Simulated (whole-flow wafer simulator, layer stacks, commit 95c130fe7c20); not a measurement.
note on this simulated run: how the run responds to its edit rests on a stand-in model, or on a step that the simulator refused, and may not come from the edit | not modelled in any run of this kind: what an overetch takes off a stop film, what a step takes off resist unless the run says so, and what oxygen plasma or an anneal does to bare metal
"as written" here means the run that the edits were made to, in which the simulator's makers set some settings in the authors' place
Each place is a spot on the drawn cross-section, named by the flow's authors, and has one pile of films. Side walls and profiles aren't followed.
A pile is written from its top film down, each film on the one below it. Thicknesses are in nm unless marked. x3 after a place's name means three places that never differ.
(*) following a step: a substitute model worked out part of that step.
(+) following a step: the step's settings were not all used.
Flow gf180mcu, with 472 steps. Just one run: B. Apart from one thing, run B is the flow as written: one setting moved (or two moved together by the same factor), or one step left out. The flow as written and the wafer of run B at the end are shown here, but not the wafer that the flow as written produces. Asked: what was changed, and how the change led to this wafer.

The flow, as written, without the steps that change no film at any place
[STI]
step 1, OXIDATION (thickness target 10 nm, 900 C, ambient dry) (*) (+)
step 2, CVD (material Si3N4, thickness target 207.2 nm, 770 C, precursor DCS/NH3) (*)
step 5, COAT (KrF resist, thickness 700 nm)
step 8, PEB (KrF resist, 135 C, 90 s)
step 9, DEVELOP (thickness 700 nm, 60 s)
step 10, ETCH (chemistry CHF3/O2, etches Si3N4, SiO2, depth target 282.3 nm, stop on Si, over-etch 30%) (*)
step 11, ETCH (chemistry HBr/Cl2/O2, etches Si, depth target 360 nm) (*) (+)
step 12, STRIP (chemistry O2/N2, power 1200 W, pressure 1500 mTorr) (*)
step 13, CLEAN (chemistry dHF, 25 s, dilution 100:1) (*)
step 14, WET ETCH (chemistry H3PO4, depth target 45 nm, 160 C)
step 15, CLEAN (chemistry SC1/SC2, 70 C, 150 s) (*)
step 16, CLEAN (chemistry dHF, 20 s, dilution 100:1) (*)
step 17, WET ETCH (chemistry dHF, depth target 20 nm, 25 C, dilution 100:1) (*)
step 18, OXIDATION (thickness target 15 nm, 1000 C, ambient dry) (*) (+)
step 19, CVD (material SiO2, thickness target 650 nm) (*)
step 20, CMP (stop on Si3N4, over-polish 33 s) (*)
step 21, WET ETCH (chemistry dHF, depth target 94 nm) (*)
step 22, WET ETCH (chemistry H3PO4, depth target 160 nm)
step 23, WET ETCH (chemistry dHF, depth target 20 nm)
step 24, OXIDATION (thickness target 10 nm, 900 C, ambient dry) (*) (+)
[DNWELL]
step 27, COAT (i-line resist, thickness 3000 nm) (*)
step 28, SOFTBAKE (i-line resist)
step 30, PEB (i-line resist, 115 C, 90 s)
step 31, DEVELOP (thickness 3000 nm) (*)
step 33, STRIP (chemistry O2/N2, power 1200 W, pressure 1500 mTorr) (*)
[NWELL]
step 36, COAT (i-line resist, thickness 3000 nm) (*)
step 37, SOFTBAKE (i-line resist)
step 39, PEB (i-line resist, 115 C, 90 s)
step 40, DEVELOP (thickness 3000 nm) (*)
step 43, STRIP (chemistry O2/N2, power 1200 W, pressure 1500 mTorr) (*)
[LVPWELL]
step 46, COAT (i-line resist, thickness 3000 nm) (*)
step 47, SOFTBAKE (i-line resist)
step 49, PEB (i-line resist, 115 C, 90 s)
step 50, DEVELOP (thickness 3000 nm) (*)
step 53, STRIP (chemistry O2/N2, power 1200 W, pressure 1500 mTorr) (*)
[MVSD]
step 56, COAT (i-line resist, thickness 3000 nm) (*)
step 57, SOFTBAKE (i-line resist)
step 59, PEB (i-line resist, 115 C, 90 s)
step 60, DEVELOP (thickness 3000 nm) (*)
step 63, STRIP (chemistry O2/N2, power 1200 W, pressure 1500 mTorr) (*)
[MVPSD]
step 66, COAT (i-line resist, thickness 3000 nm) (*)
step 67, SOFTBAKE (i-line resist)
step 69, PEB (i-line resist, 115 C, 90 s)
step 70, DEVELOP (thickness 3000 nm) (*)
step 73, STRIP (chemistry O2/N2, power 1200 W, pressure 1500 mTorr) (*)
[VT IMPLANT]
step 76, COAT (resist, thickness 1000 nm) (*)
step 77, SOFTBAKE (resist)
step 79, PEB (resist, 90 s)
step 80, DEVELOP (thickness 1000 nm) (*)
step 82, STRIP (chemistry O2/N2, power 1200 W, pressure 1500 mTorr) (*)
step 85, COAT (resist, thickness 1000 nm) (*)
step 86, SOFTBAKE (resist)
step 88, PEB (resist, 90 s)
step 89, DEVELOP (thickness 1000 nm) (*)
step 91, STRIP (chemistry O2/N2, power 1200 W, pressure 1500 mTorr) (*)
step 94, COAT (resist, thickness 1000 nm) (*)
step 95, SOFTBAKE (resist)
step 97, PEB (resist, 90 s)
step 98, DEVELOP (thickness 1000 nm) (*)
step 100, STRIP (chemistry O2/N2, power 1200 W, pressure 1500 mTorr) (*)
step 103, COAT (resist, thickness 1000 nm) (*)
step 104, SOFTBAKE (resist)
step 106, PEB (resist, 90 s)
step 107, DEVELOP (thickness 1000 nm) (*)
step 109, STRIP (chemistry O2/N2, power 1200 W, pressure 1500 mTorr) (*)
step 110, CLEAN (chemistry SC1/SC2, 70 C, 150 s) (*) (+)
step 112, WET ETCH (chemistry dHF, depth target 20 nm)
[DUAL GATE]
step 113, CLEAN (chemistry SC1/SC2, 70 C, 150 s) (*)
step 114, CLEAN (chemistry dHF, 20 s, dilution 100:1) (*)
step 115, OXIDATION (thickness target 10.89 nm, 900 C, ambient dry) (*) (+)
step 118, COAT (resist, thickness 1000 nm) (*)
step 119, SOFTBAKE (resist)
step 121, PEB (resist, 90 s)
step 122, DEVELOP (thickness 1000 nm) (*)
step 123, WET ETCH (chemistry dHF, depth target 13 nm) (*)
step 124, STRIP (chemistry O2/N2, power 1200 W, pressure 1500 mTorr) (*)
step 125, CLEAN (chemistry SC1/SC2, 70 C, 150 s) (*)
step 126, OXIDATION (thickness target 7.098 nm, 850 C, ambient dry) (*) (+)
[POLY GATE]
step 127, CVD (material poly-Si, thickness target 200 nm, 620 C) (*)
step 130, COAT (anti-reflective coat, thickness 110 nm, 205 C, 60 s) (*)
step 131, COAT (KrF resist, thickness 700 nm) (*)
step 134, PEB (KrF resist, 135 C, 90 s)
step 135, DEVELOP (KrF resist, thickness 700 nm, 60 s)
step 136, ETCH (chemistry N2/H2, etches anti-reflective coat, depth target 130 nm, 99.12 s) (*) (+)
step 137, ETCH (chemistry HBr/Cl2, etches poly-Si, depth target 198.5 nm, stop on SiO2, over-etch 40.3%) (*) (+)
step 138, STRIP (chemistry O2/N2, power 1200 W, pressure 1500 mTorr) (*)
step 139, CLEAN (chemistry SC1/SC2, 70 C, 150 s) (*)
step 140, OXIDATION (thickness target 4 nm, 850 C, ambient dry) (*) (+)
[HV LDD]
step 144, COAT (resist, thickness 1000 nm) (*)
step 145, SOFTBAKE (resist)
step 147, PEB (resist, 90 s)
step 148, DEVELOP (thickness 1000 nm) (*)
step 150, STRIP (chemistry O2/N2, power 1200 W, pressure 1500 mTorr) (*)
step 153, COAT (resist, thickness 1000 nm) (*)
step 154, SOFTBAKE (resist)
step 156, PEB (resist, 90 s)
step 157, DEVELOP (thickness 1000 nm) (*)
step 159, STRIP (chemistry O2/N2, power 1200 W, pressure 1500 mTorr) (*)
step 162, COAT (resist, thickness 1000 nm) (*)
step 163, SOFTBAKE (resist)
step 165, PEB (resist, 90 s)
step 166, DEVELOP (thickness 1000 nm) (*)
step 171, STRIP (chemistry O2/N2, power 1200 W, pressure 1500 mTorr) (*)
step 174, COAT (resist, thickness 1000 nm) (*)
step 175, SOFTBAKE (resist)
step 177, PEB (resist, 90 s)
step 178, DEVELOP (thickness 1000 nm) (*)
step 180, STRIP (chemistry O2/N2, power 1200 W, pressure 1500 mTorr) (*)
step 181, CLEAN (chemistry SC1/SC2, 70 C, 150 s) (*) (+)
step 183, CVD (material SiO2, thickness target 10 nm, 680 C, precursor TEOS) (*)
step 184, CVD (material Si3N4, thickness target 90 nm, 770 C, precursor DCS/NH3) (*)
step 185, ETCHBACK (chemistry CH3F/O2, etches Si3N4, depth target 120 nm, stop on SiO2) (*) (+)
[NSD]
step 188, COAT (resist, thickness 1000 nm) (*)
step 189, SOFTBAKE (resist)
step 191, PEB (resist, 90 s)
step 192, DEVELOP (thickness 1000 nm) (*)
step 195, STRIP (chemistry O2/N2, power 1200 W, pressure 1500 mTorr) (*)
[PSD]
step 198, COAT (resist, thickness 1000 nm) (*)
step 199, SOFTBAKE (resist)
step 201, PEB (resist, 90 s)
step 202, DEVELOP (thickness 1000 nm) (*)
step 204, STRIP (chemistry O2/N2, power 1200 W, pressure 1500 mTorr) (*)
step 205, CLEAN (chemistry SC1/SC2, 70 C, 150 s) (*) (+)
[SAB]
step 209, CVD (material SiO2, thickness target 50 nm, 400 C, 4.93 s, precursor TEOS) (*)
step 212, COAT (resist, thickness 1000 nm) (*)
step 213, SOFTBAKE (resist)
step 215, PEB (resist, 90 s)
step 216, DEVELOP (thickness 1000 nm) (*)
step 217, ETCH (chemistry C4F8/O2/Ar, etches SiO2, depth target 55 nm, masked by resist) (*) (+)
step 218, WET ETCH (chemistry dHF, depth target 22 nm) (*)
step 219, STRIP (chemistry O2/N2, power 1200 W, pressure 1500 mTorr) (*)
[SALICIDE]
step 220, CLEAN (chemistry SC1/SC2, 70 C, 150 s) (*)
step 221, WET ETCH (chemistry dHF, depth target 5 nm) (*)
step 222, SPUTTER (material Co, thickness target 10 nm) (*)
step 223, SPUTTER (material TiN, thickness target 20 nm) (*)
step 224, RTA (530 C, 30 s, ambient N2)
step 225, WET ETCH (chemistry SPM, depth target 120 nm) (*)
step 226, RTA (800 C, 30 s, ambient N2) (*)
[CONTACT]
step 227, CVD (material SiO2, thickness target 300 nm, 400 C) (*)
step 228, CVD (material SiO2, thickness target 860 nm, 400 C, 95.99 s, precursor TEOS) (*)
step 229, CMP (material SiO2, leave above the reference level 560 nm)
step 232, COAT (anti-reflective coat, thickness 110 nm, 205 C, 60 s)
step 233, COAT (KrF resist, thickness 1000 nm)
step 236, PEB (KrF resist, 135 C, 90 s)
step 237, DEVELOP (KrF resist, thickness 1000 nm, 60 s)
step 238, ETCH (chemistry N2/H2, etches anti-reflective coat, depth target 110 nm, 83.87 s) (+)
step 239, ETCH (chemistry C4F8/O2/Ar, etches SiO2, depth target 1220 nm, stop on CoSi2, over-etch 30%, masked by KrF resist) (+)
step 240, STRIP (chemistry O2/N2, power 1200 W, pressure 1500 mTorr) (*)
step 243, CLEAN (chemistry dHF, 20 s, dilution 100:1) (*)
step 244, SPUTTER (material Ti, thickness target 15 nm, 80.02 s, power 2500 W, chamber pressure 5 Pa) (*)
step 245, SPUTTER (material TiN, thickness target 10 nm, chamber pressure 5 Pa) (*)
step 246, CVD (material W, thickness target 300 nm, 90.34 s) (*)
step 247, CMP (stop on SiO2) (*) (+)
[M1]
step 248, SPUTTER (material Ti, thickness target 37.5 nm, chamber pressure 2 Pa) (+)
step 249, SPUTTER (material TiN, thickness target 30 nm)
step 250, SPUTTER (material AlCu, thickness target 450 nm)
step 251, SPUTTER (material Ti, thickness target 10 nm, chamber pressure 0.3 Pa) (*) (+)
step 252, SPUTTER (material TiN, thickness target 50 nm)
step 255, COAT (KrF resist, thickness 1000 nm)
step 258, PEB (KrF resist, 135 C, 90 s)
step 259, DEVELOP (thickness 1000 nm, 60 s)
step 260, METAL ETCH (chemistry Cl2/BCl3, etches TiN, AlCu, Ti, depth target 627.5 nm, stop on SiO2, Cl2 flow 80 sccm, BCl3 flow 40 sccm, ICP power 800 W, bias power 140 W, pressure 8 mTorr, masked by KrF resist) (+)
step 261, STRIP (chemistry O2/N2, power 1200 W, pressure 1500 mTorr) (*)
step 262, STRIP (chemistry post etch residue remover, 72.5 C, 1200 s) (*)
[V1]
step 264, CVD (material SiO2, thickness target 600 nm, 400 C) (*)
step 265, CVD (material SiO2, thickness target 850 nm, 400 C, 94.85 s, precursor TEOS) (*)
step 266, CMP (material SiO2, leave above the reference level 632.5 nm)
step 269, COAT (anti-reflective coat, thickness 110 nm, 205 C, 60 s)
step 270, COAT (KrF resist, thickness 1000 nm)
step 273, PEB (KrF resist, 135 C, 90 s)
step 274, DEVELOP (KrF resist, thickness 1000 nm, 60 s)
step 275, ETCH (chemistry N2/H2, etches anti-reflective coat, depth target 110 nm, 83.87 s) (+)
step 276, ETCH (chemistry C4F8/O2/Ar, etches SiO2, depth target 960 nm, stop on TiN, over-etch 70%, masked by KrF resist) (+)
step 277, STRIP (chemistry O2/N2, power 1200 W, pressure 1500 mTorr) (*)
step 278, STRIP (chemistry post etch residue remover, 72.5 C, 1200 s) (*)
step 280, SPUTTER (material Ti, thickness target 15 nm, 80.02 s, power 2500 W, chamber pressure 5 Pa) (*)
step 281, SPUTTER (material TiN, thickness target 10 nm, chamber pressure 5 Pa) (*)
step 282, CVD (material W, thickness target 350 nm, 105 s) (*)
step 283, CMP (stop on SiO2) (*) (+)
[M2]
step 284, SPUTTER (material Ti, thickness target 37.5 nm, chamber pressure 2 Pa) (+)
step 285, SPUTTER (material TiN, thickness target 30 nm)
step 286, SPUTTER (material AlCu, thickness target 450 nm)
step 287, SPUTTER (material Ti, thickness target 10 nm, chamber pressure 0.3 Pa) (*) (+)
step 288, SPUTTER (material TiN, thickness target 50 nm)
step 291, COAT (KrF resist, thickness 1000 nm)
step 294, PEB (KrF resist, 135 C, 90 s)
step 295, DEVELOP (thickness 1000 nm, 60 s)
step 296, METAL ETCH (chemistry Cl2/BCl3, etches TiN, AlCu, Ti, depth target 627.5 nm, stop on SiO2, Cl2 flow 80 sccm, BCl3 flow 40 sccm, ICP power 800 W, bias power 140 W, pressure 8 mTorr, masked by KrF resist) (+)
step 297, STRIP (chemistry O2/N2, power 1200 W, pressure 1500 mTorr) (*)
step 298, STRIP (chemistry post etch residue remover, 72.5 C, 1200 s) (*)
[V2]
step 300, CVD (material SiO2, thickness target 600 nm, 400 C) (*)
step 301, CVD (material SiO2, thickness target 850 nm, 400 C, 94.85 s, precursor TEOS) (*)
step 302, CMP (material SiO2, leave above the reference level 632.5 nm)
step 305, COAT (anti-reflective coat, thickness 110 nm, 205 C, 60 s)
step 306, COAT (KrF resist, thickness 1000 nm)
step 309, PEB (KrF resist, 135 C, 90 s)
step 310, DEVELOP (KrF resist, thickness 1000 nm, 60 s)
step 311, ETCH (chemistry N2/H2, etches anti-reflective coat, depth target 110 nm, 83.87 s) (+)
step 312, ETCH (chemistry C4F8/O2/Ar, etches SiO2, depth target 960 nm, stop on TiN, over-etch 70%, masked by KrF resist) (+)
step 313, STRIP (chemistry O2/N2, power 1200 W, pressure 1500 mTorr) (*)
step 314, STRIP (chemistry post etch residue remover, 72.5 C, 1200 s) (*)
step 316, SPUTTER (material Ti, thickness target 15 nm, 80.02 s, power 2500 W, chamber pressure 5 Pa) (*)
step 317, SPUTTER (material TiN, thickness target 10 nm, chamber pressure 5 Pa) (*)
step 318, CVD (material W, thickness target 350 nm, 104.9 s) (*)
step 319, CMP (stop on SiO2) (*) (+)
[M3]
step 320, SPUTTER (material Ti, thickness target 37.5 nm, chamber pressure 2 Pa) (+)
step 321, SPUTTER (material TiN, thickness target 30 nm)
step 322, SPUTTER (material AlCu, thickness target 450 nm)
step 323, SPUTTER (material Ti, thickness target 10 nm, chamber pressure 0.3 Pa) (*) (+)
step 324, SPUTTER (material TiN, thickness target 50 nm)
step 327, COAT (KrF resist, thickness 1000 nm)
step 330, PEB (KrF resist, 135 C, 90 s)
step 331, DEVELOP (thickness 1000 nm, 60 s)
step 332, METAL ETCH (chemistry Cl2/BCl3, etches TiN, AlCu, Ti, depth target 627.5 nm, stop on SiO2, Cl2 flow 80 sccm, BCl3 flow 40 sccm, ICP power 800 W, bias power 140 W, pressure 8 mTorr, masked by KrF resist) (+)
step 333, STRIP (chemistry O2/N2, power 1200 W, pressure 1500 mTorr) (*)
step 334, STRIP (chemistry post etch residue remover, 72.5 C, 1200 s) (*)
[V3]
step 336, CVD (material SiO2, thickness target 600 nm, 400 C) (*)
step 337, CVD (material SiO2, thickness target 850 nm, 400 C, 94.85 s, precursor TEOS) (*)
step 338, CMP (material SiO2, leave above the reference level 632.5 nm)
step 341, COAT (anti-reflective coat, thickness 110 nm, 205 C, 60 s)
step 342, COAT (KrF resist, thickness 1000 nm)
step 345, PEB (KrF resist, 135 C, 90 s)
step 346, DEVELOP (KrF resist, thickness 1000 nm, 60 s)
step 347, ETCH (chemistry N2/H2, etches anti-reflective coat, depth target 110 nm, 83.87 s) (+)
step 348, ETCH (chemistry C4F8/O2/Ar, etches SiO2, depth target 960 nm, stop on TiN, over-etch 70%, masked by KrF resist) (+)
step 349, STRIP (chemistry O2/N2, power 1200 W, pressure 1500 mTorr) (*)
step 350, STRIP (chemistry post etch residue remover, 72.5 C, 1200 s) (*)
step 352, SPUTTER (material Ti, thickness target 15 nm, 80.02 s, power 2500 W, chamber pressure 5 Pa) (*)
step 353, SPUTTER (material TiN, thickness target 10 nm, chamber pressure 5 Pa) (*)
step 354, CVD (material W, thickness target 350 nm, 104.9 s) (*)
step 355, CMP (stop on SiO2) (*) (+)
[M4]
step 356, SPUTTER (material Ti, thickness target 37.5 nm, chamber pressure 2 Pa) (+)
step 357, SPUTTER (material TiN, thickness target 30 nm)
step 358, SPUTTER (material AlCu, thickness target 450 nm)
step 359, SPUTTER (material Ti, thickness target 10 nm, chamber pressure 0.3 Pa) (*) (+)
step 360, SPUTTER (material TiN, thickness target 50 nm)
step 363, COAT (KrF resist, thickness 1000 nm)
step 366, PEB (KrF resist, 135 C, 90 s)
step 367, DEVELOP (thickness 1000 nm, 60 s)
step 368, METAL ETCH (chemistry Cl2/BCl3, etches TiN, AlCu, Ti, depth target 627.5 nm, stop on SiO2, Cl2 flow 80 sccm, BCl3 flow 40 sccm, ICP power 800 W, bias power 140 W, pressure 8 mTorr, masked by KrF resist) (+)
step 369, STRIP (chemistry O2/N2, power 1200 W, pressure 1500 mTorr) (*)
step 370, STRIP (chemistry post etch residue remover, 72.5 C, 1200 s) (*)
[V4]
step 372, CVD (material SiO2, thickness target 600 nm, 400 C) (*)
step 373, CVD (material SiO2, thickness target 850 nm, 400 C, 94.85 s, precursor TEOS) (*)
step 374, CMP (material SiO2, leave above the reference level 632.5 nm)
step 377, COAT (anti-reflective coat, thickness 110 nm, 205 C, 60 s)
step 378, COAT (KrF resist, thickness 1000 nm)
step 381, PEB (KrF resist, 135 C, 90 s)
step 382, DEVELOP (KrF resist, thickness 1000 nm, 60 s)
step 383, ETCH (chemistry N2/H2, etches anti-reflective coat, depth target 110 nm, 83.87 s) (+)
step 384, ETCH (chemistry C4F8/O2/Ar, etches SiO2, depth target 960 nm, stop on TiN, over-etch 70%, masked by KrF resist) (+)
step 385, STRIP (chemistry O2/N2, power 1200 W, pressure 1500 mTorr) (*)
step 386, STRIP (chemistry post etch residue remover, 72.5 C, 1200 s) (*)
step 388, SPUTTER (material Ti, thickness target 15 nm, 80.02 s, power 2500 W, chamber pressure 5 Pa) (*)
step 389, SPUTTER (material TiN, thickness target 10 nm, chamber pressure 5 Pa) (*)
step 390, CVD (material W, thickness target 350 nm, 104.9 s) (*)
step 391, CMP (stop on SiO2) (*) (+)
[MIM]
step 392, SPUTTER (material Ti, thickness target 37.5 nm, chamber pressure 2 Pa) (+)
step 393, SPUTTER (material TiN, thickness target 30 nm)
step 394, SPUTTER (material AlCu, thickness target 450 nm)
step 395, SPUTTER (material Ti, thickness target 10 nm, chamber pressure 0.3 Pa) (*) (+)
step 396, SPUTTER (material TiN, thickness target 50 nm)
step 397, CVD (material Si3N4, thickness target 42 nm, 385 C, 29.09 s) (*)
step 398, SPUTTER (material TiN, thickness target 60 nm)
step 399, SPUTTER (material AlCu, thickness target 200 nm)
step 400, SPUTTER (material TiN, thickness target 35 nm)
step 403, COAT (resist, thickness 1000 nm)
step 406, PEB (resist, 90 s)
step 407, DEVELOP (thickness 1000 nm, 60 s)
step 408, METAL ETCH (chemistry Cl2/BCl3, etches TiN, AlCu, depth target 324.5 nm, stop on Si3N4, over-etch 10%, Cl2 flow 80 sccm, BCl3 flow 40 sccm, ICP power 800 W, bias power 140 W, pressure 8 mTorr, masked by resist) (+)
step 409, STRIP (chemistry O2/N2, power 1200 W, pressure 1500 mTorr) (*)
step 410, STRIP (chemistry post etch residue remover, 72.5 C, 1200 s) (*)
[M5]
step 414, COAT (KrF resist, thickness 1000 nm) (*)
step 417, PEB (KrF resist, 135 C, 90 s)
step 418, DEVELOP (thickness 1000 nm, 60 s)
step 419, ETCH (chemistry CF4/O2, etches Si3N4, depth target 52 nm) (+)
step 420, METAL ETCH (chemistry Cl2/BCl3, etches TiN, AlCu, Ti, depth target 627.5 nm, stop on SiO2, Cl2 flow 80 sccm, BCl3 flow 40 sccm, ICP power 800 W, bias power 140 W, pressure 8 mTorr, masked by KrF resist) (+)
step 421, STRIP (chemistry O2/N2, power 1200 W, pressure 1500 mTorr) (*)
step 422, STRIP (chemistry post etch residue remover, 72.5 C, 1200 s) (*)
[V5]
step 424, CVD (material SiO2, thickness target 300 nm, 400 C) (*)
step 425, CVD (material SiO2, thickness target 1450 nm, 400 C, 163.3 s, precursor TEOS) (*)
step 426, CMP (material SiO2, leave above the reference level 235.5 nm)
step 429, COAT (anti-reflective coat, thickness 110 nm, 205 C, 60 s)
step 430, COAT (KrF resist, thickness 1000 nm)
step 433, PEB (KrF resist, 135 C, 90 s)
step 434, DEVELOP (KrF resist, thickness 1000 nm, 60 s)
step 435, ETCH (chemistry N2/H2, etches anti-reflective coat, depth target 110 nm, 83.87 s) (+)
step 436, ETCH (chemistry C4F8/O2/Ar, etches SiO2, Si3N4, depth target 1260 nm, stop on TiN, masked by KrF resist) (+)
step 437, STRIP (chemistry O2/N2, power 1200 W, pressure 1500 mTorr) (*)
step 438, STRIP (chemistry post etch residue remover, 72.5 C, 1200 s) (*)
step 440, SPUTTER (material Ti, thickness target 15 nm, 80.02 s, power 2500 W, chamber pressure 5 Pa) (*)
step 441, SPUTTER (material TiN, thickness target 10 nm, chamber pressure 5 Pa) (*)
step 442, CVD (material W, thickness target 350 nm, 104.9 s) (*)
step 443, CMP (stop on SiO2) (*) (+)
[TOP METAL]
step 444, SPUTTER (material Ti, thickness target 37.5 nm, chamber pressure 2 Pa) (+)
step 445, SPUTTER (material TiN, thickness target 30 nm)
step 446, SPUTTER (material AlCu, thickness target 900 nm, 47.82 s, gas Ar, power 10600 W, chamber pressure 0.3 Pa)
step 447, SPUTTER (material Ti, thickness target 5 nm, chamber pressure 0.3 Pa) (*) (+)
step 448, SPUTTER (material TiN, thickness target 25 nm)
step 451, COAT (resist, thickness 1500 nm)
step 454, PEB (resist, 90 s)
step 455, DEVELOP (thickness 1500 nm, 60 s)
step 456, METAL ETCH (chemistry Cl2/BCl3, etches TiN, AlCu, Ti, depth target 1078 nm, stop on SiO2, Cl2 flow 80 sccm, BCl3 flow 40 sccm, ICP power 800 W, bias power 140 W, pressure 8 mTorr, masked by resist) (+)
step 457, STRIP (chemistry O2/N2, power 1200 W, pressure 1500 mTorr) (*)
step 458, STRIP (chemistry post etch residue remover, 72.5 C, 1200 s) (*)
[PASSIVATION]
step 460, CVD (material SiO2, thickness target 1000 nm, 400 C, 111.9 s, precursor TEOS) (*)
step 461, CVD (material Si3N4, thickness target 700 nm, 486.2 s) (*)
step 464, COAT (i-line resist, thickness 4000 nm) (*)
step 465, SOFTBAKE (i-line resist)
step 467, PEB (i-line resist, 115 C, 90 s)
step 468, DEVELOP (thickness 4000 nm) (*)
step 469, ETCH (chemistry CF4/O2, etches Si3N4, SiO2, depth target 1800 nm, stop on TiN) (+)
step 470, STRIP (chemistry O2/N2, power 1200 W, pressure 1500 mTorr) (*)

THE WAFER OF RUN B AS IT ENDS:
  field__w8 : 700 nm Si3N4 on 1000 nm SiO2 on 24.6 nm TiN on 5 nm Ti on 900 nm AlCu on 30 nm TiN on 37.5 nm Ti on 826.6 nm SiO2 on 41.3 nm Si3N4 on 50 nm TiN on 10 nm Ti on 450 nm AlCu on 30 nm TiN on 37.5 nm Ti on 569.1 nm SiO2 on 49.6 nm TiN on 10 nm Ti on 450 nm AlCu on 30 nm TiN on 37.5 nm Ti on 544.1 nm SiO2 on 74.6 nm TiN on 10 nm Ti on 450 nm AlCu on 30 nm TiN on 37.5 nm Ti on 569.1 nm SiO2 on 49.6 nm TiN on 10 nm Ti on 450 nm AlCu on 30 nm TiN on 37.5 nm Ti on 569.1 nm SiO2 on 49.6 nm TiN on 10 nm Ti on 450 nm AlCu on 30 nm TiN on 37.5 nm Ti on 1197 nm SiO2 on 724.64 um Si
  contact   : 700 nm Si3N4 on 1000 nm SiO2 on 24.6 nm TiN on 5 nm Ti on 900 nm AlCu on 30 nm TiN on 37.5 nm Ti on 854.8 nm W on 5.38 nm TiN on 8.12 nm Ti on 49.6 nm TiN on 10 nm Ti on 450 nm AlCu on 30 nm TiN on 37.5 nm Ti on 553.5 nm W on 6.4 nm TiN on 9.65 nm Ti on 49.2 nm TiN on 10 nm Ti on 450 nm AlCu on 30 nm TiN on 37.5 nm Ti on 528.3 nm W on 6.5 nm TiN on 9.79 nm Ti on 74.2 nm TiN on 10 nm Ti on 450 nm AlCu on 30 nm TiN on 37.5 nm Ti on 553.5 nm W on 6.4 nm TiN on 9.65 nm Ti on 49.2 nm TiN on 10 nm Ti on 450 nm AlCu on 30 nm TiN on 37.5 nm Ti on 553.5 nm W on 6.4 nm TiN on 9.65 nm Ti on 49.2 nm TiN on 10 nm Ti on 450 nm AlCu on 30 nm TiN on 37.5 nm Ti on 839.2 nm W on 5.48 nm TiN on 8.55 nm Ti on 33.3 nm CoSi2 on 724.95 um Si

Cause: step 324, SPUTTER: thickness target 75 nm was run, though the flow has thickness target 50 nm.

The path from the change to this, step by step:
  step 324, SPUTTER (material TiN, thickness target 50 nm)
      field, field__w1, field__w2 and 108 more: +75 TiN (new film) (as written it would have been: +50 TiN (new film))
  step 332, METAL ETCH (chemistry Cl2/BCl3, etches TiN, AlCu, Ti, depth target 627.5 nm, stop on SiO2, Cl2 flow 80 sccm, BCl3 flow 40 sccm, ICP power 800 W, bias power 140 W, pressure 8 mTorr, masked by KrF resist) (+)
      field, field__w1, field__w2 and 103 more: -75 TiN (all of it), -10 Ti (all of it), -450 AlCu (all of it), -30 TiN (all of it), -37.5 Ti (all of it) (as written it would have been: -50 TiN (all of it), -10 Ti (all of it), -450 AlCu (all of it), -30 TiN (all of it), -37.5 Ti (all of it))
  step 338, CMP (material SiO2, leave above the reference level 632.5 nm)
      field__w8, contact, m1, m1__w1, m1_nw: -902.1 SiO2 (as written it would have been: -877.1 SiO2)
  step 348, ETCH (chemistry C4F8/O2/Ar, etches SiO2, depth target 960 nm, stop on TiN, over-etch 70%, masked by KrF resist) (+)
      field, field__w1, field__w2 and 107 more: -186 KrF resist (as written it would have been: -192 KrF resist)
      contact: -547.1 SiO2 (all of it) (as written it would have been: -572.1 SiO2 (all of it))
  step 354, CVD (material W, thickness target 350 nm, 104.9 s) (*)
      contact: +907 W (new film) (as written it would have been: +932.3 W (new film))
